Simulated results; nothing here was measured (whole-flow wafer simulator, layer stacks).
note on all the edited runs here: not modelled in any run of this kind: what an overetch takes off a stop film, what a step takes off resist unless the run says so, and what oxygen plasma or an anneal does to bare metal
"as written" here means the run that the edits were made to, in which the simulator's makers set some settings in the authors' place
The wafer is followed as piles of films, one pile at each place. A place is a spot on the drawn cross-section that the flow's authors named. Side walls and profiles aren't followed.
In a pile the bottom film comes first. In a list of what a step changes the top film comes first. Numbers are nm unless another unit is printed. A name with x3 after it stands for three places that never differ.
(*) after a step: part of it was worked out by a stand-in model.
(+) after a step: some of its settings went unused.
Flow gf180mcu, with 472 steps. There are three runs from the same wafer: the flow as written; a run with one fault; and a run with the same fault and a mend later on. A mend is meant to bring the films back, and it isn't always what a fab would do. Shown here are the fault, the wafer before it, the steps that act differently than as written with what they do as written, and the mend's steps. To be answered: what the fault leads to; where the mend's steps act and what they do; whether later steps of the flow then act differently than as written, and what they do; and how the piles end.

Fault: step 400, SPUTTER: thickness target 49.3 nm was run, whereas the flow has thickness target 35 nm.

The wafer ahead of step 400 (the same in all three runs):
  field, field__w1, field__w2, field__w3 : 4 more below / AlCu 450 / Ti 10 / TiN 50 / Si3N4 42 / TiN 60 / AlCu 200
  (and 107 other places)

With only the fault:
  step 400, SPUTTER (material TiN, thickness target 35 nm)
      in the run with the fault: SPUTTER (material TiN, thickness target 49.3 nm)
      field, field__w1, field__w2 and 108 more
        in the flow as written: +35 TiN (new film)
        in the run with the fault: +49.3 TiN (new film)
  Steps further on in the flow that do not act as written (not shown: 7 more steps that differ only slightly, by at most 2% or 0.5 nm, whichever is larger):
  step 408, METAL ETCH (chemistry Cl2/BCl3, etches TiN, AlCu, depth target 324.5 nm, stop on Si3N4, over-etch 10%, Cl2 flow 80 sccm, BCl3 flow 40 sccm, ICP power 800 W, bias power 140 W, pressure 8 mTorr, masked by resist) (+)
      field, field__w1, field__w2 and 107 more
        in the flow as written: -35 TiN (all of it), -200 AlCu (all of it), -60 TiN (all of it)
        in the run with the fault: -49.3 TiN (all of it), -200 AlCu (all of it), -60 TiN (all of it)
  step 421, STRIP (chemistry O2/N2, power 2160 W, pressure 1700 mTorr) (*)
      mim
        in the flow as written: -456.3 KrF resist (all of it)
        in the run with the fault: -445.6 KrF resist (all of it)
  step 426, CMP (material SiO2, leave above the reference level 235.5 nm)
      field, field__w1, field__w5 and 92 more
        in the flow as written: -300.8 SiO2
        in the run with the fault: -286.5 SiO2
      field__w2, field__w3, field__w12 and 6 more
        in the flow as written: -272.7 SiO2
        in the run with the fault: -258.4 SiO2
  By the end, the piles at mim depart from the flow's by more than 2% or 0.5 nm, whichever is larger.
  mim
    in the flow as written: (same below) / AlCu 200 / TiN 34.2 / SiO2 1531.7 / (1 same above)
    in the run with the fault: (same below) / AlCu 200 / TiN 48.5 / SiO2 1531.7 / (1 same above)

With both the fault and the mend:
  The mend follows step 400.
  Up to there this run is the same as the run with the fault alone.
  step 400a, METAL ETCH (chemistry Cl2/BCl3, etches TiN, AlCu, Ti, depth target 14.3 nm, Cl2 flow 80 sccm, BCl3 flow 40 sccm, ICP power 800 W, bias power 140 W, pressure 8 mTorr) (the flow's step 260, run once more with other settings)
      field, field__w1, field__w2 and 108 more
        -14.3 TiN
  Every later step of the flow that is run acts as written at every place that is followed.
  The piles end the same as the flow's at every place that both follow.
